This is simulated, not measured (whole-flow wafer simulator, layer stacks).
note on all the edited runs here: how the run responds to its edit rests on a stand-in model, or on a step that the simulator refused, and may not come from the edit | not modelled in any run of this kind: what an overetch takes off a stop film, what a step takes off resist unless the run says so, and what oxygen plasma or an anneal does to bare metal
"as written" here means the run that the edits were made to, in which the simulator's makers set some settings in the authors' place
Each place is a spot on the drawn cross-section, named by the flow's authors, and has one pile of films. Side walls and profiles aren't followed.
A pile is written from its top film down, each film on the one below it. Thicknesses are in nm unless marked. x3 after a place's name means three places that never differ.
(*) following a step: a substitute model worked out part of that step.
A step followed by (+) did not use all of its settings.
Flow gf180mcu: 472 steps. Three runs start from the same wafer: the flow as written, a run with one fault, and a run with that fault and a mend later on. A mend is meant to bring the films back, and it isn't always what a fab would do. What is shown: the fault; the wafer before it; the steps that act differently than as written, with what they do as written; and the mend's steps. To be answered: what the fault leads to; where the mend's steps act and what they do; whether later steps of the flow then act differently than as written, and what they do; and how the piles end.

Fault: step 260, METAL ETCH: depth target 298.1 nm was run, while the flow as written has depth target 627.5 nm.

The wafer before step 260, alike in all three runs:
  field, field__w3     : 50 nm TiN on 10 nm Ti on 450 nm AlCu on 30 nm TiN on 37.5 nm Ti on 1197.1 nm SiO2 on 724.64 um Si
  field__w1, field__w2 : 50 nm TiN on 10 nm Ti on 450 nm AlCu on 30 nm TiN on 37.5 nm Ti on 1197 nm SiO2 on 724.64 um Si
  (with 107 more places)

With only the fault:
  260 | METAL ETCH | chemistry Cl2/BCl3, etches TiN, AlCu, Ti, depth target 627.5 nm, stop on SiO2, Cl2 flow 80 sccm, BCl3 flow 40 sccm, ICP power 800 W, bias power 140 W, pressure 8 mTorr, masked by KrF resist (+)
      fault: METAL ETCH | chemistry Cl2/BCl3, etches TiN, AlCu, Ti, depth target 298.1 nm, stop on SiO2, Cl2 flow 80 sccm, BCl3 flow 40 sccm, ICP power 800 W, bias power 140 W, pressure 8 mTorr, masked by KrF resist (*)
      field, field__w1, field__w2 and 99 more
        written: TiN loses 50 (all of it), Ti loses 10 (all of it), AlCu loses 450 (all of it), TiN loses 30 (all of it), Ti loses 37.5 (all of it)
        fault: TiN loses 50 (all of it), Ti loses 10 (all of it), AlCu loses 238.1
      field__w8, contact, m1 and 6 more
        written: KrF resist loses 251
        fault: KrF resist loses 119.2
  Steps further on in the flow that do not act as written:
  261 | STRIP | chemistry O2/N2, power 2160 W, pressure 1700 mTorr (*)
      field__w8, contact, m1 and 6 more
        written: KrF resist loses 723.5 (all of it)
        fault: KrF resist loses 855.3 (all of it)
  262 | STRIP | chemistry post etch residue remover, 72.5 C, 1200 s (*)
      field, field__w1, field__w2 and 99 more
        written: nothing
        fault: AlCu loses 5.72
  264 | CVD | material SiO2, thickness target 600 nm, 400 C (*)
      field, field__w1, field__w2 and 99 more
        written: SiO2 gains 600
        fault: SiO2 gains 600 (new film)
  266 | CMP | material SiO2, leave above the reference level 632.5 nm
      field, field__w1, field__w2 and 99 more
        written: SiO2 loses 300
        fault: SiO2 loses 573.7
  By the end, the piles at field, field__w1, field__w2 and 100 more depart from the flow's by more than 2% or 0.5 nm, whichever is larger.
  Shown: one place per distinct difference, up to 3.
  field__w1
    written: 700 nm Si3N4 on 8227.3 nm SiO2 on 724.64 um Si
    fault: 700 nm Si3N4 on 6756.6 nm SiO2 on 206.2 nm AlCu on 30 nm TiN on 37.5 nm Ti on 1197 nm SiO2 on 724.64 um Si
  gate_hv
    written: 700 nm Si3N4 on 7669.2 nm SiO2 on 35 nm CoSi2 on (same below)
    fault: 700 nm Si3N4 on 6756.6 nm SiO2 on 206.2 nm AlCu on 30 nm TiN on 37.5 nm Ti on 638.9 nm SiO2 on 35 nm CoSi2 on (same below)
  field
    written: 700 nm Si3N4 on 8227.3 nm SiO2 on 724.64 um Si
    fault: 700 nm Si3N4 on 6756.6 nm SiO2 on 206.2 nm AlCu on 30 nm TiN on 37.5 nm Ti on 1197.1 nm SiO2 on 724.64 um Si

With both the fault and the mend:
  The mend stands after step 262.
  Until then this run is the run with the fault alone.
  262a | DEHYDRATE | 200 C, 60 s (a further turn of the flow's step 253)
      does not change any film at any place that is followed
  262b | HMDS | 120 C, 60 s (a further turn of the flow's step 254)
      does not change any film at any place that is followed
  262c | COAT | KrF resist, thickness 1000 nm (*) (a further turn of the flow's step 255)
      iso_ptap_pw, iso_ntap_nw, iso_nw_fld and 33 more
        KrF resist gains 1000 (new film)
      field_sub__w2, field_sub__w4, ld_sd_n and 13 more
        KrF resist gains 1001.9 (new film)
      field__w5, field__w6, field__w9 and 9 more
        KrF resist gains 1002 (new film)
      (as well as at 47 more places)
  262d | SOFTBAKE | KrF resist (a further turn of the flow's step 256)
      does not change any film at any place that is followed
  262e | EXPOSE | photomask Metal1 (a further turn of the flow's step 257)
      does not change any film at any place that is followed
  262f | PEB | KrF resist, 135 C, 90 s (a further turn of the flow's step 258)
      field__w1, field__w2, field__w3 and 57 more
        KrF resist loses 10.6
      iso_ptap_pw, iso_ntap_nw, iso_nw_fld and 33 more
        KrF resist loses 10.5
      sd_p, gate_p, nw_sep_fld
        KrF resist loses 10.7
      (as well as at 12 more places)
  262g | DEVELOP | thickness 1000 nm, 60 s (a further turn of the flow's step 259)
      iso_ptap_pw, iso_ntap_nw, iso_nw_fld and 33 more
        KrF resist loses 989.5 (all of it)
      field__w5, field__w6, field__w9 and 12 more
        KrF resist loses 991.4 (all of it)
      field__w10, field_sub, field_sub__w1 and 9 more
        KrF resist loses 991.5 (all of it)
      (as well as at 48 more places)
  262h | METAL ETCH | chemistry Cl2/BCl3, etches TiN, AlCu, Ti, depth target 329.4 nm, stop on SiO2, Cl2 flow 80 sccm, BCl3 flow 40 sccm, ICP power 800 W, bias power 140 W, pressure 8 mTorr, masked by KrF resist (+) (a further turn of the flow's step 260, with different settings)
      field, field__w1, field__w2 and 99 more
        AlCu loses 206.2 (all of it), TiN loses 30 (all of it), Ti loses 37.5 (all of it)
      field__w8, contact, m1 and 6 more
        KrF resist loses 131.8
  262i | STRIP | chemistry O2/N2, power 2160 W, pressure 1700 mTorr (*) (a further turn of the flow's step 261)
      field__w8
        KrF resist loses 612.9 (all of it)
      contact
        KrF resist loses 611.2 (all of it)
      m1
        KrF resist loses 612.8 (all of it)
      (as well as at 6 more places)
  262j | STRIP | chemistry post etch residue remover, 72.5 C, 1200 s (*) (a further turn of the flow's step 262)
      field__w8, contact, m1 and 6 more
        TiN loses 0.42
  None of the later steps of the flow differs from how it acts as written, at any place that is followed, by more than 2% or 0.5 nm, whichever is larger.
  When the end is reached, the piles differ only a little from the flow's at the places that both follow, at most by 2% or 0.5 nm, whichever is larger.
